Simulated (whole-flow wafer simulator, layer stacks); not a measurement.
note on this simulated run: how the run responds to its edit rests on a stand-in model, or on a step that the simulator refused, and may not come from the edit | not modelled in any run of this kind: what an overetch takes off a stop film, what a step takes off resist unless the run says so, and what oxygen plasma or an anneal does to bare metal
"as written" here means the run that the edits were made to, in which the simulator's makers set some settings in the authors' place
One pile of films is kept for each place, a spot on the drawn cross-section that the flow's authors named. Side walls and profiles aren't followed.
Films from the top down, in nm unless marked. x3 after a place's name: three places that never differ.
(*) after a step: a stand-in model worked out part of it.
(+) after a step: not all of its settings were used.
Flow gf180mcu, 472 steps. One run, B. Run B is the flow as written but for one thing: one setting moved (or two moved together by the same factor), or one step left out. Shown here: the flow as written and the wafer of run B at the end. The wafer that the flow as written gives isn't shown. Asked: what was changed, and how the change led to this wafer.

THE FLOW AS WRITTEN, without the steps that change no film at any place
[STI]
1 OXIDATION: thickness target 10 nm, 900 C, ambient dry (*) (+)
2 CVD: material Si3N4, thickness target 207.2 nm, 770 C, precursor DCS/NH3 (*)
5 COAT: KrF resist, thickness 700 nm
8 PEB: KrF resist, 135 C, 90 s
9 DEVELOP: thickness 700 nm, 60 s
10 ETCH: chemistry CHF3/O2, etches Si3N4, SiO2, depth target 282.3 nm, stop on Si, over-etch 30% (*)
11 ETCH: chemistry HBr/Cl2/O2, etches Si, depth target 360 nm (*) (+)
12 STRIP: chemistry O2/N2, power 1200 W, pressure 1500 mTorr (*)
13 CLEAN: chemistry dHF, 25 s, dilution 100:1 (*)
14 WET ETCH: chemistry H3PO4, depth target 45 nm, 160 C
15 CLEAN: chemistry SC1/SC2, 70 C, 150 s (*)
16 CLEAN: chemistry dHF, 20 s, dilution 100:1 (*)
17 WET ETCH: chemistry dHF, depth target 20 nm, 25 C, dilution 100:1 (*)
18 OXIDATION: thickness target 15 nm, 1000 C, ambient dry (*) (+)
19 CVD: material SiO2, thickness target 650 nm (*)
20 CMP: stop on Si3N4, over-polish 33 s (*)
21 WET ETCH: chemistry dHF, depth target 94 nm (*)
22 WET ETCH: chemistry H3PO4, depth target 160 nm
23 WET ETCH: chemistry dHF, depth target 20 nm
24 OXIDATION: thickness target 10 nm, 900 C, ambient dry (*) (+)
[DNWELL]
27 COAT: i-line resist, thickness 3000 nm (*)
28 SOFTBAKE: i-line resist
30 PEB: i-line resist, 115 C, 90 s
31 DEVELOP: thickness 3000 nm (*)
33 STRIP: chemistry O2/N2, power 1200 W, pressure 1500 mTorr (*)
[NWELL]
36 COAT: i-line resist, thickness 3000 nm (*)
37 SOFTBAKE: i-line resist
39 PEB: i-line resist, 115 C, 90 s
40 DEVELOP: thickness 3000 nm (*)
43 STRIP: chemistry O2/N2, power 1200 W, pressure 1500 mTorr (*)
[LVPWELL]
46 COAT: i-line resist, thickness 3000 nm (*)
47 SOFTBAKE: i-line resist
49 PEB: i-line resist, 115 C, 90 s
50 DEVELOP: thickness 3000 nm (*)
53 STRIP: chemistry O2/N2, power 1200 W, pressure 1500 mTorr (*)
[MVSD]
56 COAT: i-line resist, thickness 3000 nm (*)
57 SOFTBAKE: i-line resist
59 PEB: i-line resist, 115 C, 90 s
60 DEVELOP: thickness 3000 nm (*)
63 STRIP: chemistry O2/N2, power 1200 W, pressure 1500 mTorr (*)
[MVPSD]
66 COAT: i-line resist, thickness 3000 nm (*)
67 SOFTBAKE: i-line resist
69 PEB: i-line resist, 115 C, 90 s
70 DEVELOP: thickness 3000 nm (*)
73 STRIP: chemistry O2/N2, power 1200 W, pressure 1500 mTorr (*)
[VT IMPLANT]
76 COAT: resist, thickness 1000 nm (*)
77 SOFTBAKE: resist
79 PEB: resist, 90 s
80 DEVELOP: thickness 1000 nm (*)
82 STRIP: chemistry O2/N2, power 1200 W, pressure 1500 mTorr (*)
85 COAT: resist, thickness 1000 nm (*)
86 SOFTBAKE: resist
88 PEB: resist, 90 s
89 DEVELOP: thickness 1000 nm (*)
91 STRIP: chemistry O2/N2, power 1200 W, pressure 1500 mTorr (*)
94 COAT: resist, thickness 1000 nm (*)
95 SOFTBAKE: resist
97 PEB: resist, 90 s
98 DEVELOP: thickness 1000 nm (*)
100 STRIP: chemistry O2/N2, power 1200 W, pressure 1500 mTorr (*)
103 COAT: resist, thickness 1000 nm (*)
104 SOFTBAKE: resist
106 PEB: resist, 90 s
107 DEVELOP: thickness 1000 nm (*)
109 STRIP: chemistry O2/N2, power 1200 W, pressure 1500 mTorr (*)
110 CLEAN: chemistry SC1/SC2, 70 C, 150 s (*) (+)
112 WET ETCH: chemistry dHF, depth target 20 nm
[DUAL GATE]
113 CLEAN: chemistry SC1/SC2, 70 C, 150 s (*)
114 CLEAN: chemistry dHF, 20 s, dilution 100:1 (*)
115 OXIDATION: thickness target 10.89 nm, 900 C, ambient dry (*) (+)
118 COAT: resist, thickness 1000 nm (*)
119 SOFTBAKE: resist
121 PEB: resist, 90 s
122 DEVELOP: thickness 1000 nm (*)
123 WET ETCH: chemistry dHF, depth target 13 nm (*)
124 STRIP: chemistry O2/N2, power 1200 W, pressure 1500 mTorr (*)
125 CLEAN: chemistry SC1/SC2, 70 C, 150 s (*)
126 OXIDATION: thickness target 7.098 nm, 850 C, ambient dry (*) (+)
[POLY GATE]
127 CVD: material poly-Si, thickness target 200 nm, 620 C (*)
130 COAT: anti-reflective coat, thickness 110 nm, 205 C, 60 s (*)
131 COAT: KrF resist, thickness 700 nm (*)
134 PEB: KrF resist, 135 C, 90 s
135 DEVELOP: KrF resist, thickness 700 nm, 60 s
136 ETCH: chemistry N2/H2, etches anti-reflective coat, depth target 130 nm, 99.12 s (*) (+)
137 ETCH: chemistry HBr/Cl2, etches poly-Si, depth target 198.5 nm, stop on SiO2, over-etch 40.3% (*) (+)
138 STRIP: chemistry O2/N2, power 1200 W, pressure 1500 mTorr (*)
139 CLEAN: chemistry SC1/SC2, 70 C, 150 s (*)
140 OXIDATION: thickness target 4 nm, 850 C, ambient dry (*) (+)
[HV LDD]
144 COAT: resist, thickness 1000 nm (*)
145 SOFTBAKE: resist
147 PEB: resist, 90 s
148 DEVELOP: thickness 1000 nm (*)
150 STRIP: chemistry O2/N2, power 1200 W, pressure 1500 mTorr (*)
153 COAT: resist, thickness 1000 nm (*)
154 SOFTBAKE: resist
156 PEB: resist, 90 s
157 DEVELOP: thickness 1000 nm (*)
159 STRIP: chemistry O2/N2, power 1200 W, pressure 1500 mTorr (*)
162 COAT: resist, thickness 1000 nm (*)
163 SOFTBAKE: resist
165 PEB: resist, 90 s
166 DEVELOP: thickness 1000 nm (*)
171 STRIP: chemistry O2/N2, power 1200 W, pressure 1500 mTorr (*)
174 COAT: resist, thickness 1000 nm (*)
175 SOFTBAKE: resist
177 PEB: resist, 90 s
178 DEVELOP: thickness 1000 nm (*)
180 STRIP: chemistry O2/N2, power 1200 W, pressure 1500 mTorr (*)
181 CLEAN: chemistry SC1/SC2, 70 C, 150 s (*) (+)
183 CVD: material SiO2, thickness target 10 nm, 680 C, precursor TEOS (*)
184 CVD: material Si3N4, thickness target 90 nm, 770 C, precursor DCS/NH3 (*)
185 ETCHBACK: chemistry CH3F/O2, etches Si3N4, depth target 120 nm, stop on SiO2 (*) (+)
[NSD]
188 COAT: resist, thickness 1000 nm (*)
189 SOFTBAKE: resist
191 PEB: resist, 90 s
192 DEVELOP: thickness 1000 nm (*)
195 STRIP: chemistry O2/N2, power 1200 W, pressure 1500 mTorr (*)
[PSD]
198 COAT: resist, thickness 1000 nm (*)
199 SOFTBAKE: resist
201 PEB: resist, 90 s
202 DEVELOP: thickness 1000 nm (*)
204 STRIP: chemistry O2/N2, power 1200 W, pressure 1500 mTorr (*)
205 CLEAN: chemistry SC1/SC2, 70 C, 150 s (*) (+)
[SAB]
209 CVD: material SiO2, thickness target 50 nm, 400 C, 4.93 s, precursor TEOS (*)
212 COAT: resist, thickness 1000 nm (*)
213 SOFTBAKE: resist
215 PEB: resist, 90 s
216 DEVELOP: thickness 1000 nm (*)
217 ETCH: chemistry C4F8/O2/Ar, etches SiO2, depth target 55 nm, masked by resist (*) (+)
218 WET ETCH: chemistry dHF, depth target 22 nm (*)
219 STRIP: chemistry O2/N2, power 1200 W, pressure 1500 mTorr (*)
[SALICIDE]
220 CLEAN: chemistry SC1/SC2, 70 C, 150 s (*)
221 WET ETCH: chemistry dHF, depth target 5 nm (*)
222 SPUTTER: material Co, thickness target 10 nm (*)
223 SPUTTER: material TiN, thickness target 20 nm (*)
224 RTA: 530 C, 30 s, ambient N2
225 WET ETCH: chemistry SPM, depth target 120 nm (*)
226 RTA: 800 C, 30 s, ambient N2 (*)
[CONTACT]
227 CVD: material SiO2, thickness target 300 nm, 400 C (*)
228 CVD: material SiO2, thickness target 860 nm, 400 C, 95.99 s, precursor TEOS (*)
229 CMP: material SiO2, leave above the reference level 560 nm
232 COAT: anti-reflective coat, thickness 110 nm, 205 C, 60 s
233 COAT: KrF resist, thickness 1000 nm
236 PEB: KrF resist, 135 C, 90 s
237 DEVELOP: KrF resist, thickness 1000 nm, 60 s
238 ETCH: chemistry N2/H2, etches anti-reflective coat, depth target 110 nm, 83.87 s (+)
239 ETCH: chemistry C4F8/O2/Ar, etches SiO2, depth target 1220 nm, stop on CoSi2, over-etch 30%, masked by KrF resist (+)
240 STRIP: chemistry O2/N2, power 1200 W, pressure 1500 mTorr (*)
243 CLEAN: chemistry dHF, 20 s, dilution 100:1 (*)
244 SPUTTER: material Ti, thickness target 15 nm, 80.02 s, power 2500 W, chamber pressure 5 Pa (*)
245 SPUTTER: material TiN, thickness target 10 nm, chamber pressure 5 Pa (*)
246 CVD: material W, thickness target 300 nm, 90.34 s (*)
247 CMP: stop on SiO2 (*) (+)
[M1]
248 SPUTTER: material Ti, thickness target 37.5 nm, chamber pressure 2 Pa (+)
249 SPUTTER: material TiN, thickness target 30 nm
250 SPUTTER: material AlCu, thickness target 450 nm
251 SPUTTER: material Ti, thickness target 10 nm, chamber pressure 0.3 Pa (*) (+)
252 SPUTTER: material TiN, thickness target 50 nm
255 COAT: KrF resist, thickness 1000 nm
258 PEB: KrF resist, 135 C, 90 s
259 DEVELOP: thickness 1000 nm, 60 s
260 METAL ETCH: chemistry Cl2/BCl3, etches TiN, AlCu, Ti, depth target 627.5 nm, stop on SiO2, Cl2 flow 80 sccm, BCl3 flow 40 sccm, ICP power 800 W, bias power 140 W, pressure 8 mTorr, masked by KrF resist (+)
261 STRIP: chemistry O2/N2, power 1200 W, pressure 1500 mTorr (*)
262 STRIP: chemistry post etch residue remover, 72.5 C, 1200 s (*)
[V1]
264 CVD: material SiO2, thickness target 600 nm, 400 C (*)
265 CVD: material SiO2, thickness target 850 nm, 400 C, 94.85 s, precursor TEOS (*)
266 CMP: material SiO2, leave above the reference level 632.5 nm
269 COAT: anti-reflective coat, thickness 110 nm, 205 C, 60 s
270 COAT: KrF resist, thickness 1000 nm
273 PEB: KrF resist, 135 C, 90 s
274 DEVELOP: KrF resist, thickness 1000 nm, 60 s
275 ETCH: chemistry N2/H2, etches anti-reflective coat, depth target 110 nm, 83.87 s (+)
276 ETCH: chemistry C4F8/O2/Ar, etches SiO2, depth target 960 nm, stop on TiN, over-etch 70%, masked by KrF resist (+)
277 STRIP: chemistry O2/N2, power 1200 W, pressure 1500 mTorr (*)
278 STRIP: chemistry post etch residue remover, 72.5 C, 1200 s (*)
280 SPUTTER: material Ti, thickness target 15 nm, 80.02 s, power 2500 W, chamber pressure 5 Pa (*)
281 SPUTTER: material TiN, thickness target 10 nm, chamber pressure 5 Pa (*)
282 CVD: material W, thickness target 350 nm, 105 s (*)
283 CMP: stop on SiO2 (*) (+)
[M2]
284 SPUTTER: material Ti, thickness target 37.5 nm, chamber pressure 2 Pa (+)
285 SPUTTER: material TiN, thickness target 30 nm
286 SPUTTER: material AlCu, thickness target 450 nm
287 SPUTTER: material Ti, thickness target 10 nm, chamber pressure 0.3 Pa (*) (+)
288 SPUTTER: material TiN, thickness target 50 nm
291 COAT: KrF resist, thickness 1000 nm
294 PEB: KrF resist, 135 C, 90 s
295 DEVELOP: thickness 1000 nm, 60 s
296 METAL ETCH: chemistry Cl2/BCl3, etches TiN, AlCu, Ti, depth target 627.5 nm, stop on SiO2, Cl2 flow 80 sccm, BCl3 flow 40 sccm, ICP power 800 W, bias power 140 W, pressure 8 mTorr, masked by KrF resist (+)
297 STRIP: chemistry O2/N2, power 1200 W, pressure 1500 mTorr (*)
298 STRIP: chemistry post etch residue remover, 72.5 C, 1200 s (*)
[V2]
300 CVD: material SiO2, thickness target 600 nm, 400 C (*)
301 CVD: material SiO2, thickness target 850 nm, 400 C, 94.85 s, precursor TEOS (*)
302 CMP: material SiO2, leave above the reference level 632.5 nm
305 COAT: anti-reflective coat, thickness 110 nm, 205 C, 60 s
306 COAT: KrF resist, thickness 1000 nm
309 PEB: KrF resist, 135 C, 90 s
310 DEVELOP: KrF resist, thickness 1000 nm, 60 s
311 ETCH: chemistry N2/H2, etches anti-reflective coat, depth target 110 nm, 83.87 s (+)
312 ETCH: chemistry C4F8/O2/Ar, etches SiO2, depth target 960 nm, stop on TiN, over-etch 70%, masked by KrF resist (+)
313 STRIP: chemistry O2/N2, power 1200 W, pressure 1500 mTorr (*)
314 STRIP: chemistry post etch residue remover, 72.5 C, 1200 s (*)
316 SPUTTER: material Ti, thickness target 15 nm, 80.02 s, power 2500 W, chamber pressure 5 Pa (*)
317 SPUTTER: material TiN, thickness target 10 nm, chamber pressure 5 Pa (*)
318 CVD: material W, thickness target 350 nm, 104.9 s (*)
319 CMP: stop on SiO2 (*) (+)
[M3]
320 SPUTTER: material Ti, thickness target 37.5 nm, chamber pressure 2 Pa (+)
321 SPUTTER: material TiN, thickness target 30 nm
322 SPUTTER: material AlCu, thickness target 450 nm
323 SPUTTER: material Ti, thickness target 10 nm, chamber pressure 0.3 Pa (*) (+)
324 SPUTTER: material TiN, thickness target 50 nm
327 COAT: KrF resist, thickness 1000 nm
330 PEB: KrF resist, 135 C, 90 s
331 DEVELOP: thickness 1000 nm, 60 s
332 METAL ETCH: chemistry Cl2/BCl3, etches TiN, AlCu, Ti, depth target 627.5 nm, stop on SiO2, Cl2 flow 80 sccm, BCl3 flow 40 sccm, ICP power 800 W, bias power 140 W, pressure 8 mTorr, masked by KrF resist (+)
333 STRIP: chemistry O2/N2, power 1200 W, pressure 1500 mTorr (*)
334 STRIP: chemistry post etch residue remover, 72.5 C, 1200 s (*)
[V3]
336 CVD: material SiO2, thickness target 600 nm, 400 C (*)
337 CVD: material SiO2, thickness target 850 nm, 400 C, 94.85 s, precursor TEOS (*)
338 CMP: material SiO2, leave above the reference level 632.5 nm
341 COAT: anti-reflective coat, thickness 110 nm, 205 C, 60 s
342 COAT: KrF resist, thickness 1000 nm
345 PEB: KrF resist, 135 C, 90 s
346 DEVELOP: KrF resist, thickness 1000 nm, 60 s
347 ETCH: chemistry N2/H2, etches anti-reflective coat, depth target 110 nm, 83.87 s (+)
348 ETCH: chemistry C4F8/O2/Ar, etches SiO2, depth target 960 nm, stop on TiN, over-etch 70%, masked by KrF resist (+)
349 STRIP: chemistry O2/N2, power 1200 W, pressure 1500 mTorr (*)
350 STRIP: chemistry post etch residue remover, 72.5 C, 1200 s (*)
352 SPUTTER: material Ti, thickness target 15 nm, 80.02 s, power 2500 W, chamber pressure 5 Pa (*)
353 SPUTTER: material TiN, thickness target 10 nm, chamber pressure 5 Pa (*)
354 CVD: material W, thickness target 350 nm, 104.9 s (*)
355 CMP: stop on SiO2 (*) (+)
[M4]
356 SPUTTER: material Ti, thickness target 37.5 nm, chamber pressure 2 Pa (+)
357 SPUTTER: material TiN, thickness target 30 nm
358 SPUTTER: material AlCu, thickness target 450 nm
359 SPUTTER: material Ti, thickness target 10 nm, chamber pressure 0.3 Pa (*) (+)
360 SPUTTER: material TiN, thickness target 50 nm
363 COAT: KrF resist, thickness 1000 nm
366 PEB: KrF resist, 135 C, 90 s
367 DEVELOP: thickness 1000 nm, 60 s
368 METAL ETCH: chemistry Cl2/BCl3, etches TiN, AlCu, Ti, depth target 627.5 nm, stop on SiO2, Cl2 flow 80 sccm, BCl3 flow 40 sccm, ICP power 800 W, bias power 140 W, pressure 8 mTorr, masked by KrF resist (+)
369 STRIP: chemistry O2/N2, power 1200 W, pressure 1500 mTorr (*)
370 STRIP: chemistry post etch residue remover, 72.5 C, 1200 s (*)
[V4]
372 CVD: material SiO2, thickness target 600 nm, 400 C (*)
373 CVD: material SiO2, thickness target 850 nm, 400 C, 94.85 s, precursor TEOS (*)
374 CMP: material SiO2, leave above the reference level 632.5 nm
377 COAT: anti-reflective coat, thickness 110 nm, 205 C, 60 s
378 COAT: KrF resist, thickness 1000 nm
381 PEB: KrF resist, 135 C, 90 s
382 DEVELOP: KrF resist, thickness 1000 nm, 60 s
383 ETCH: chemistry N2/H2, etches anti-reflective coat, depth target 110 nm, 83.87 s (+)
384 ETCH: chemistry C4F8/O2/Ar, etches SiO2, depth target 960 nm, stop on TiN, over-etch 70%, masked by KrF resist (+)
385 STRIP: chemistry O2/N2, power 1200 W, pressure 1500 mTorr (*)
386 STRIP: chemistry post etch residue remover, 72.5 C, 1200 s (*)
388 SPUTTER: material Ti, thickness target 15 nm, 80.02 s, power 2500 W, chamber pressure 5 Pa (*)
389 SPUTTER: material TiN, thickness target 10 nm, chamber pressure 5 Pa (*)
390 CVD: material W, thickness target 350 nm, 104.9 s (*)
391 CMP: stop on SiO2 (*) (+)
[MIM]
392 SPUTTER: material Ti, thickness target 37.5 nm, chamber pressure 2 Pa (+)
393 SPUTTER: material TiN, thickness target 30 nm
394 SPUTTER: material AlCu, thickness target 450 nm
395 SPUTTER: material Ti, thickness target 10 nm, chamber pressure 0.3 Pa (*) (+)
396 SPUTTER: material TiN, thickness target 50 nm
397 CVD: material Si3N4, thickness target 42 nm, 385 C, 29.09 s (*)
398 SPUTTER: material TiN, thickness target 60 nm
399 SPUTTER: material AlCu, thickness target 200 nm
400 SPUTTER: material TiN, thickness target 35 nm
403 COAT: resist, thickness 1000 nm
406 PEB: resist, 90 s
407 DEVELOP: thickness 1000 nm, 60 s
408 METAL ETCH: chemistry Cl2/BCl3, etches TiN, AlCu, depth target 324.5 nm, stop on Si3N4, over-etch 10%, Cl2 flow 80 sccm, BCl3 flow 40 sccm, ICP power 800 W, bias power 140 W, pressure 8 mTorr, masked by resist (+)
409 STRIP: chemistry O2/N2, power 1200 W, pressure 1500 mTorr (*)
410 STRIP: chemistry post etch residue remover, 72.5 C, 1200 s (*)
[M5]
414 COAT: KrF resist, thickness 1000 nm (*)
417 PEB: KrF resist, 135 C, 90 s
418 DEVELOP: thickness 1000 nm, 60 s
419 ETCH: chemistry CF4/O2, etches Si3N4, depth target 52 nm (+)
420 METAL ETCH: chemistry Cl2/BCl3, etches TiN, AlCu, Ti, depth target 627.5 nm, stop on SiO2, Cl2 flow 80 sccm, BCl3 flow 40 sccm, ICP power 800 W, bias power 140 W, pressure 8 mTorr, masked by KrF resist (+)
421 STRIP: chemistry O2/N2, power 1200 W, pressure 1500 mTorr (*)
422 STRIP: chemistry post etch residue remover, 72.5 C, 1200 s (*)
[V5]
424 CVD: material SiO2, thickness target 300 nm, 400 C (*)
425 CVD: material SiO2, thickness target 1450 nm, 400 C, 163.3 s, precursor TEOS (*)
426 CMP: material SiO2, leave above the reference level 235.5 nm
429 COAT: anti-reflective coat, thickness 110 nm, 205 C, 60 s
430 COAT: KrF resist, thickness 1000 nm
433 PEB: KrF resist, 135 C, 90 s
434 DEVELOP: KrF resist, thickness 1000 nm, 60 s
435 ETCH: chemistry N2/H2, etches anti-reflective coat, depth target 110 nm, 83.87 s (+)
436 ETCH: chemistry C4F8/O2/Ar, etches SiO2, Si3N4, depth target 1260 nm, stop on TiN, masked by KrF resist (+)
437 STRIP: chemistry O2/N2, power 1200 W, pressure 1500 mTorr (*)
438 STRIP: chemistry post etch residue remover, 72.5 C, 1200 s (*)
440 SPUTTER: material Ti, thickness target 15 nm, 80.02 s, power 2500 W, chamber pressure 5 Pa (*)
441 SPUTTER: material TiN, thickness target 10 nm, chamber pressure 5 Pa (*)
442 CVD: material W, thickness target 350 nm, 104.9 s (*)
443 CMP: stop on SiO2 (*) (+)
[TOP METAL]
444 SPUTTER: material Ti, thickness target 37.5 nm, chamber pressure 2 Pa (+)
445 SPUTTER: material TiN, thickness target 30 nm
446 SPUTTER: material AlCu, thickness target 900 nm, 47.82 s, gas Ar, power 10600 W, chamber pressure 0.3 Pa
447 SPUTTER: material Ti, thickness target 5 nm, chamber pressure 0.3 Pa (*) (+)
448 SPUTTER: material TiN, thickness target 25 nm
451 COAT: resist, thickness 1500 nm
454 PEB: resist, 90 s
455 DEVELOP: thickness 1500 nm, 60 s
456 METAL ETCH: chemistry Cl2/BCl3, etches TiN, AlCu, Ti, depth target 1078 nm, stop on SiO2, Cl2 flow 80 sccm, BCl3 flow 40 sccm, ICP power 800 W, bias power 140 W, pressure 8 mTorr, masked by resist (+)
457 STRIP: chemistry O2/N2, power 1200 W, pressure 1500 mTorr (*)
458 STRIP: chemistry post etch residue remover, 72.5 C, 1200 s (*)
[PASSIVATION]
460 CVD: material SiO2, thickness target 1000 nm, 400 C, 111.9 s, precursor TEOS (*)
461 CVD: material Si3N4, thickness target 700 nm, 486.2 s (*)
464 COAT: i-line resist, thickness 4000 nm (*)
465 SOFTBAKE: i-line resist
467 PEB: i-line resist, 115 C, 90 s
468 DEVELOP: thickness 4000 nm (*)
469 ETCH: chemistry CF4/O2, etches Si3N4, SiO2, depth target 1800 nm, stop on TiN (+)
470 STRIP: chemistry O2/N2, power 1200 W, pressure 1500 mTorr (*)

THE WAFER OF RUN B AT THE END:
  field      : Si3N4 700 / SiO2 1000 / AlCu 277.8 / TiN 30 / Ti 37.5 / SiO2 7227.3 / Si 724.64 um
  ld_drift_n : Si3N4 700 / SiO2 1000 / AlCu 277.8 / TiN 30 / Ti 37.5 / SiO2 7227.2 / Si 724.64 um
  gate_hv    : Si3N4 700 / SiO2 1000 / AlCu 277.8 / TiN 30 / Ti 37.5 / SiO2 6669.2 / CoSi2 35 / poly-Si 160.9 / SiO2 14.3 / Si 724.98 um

The cause: step 456, METAL ETCH: depth target 646.5 nm was run, where the flow has depth target 1078 nm.

How the change led to this, step by step:
  456 METAL ETCH: chemistry Cl2/BCl3, etches TiN, AlCu, Ti, depth target 1078 nm, stop on SiO2, Cl2 flow 80 sccm, BCl3 flow 40 sccm, ICP power 800 W, bias power 140 W, pressure 8 mTorr, masked by resist (+)
      field, field__w1, field__w2 and 103 more: TiN -25 (all of it), Ti -5 (all of it), AlCu -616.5 (as written it would be: TiN -25 (all of it), Ti -5 (all of it), AlCu -900 (all of it), TiN -30 (all of it), Ti -37.5 (all of it))
      field__w8, contact, m1, m1__w1, pad, m1_nw: resist -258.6 (as written it would be: resist -431)
  457 STRIP: chemistry O2/N2, power 1200 W, pressure 1500 mTorr (*)
      field__w8, contact, m1, m1__w1, pad, m1_nw: resist -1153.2 (all of it) (as written it would be: resist -980.8 (all of it))
  458 STRIP: chemistry post etch residue remover, 72.5 C, 1200 s (*)
      field, field__w1, field__w2 and 103 more: AlCu -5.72 (as written it would be: nothing)
  460 CVD: material SiO2, thickness target 1000 nm, 400 C, 111.9 s, precursor TEOS (*)
      field, field__w1, field__w2 and 103 more: SiO2 +1000 (new film) (as written it would be: SiO2 +1000)
  464 COAT: i-line resist, thickness 4000 nm (*)
      field__w8: i-line resist +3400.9 (new film) (as written it would be: i-line resist +3093.1 (new film))
      contact: i-line resist +3434.1 (new film) (as written it would be: i-line resist +3153.6 (new film))
      (and at 4 more places)
  465 SOFTBAKE: i-line resist
      field__w5, field__w9: i-line resist +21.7 (as written it would be: i-line resist +37.3)
      sd_p_hv, nw_enc_fld__w1: i-line resist +21.3 (as written it would be: i-line resist +36.6)
      (and at 65 more places)
  467 PEB: i-line resist, 115 C, 90 s
      field__w8, m1__w1: i-line resist -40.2 (as written it would be: i-line resist -34.7)
      contact, m1: i-line resist -40.5 (as written it would be: i-line resist -35.1)
      (and at 2 more places)
  468 DEVELOP: thickness 4000 nm (*)
      pad: i-line resist -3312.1 (all of it) (as written it would be: i-line resist -2974.8 (all of it))
  470 STRIP: chemistry O2/N2, power 1200 W, pressure 1500 mTorr (*)
      field__w8, m1__w1: i-line resist -2120.5 (all of it) (as written it would be: i-line resist -1787.7 (all of it))
      contact: i-line resist -2133.8 (all of it) (as written it would be: i-line resist -1811.2 (all of it))
      (and at 2 more places)
Counting metal films that touch as one body, field has 1 body; the flow as written gives 0 bodies.
Counting metal films that touch as one body, ld_drift_n has 1 body; the flow as written gives 0 bodies.
Counting metal films that touch as one body, gate_hv has 2 bodies (between them, from the top down: SiO2 6669.2); the flow as written gives 1 body.
